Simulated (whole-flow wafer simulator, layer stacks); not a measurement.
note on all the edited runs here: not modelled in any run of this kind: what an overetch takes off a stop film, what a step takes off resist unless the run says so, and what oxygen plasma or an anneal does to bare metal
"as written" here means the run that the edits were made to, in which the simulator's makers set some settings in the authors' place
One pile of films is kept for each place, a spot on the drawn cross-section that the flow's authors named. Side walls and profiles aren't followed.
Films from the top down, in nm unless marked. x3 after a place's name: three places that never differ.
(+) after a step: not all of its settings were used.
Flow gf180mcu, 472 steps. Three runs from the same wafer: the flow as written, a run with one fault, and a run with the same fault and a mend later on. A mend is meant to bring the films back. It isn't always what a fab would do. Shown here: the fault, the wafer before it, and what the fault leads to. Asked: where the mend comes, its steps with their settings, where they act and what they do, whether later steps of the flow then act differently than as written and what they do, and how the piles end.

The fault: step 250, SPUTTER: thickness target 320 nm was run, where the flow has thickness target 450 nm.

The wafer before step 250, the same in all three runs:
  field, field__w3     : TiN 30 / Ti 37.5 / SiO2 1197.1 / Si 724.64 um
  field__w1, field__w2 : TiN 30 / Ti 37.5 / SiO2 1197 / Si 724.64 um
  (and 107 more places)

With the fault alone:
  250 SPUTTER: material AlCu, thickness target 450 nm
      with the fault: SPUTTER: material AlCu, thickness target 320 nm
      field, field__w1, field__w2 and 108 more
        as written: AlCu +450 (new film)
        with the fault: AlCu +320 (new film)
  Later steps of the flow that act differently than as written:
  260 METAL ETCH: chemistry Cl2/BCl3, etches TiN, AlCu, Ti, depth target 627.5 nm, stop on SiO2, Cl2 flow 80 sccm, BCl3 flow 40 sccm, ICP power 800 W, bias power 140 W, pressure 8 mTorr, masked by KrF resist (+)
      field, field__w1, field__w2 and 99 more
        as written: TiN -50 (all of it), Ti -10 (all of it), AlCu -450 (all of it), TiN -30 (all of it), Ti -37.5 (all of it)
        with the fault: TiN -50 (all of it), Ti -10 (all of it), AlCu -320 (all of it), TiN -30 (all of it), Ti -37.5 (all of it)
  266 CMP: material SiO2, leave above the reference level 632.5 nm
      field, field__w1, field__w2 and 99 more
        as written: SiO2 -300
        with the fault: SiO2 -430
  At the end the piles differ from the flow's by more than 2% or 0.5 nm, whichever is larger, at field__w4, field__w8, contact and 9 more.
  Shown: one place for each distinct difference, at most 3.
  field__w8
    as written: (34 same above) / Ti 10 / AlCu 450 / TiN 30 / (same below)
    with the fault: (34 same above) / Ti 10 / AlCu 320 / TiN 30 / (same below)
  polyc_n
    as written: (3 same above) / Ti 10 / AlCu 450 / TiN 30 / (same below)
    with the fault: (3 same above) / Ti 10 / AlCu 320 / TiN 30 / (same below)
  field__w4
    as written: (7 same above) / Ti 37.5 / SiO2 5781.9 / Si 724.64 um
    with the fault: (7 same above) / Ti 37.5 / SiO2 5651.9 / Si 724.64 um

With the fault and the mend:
  The mend comes after step 250.
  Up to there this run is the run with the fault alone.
  250a SPUTTER: material AlCu, thickness target 130 nm (the flow's step 250 once more, with other settings)
      field, field__w1, field__w2 and 108 more
        AlCu +130
  No later step of the flow acts differently than as written at any place that is followed.
  At the end the piles are the same as the flow's at every place that both follow.
